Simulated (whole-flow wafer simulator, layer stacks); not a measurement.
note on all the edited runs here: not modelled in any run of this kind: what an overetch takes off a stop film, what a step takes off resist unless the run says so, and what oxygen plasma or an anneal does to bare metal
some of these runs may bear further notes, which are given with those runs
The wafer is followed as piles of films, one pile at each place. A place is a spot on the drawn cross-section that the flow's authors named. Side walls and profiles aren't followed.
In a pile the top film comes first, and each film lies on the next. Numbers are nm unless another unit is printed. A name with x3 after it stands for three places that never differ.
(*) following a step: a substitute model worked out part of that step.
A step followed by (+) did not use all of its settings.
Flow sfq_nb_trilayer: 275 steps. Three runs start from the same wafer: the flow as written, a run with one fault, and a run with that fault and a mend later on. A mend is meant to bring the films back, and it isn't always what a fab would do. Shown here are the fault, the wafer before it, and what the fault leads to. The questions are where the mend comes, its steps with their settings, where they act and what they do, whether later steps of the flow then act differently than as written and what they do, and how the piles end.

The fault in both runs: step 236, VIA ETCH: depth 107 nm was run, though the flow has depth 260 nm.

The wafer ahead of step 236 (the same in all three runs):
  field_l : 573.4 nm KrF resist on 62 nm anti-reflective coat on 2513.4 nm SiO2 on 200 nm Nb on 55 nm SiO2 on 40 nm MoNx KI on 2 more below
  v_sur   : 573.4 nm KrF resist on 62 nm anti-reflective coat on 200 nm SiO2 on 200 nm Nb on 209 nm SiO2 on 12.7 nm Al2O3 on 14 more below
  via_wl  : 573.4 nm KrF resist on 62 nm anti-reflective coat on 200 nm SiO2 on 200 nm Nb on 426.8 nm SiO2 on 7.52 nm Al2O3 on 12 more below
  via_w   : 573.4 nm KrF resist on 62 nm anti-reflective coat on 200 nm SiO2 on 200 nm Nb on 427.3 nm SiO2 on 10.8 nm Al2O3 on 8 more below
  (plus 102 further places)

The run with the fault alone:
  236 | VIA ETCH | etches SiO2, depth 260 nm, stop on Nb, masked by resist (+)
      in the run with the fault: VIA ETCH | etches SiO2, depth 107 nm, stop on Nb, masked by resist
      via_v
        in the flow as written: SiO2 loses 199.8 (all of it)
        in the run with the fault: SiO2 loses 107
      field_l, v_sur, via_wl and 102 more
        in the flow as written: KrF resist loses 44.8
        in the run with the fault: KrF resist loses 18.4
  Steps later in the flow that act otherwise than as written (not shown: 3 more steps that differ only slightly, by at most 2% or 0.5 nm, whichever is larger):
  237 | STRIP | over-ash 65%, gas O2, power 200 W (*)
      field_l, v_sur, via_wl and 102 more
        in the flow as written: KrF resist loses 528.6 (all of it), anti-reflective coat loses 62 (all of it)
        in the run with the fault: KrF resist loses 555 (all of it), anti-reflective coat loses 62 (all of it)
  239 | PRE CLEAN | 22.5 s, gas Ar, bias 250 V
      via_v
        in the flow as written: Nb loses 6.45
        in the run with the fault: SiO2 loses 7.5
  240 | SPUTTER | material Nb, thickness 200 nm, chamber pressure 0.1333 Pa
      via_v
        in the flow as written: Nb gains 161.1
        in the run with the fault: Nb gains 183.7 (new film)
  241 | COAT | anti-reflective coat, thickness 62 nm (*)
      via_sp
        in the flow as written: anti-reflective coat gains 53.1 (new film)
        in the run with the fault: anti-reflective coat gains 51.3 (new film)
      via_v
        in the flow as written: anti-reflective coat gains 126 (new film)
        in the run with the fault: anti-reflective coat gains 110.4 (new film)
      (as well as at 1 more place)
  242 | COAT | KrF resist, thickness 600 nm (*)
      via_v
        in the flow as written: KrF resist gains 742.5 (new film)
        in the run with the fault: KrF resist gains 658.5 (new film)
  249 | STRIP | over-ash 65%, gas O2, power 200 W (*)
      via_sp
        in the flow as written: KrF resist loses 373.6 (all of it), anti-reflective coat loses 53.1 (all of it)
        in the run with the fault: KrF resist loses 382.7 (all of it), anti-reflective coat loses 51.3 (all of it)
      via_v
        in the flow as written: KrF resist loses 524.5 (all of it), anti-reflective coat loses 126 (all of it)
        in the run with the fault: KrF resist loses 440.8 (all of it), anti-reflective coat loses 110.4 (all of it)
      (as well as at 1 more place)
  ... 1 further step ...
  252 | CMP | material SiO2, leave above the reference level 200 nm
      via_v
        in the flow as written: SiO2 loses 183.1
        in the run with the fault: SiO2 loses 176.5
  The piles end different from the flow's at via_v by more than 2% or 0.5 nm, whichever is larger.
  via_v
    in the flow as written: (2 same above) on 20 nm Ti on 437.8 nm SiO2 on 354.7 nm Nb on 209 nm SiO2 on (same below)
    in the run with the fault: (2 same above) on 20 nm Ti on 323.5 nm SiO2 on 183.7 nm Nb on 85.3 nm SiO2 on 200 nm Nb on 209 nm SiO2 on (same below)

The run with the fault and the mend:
  After step 236 comes the mend.
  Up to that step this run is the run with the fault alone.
  236a | VIA ETCH | etches SiO2, depth 153 nm, stop on Nb, masked by resist (+) (a further turn of the flow's step 236, with different settings)
      field_l, v_sur, via_wl and 102 more
        KrF resist loses 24
      via_v
        SiO2 loses 92.8 (all of it)
  None of the later steps of the flow differs from how it acts as written, at any place that is followed, by more than 2% or 0.5 nm, whichever is larger.
  The piles end the same as the flow's at every place that both follow.
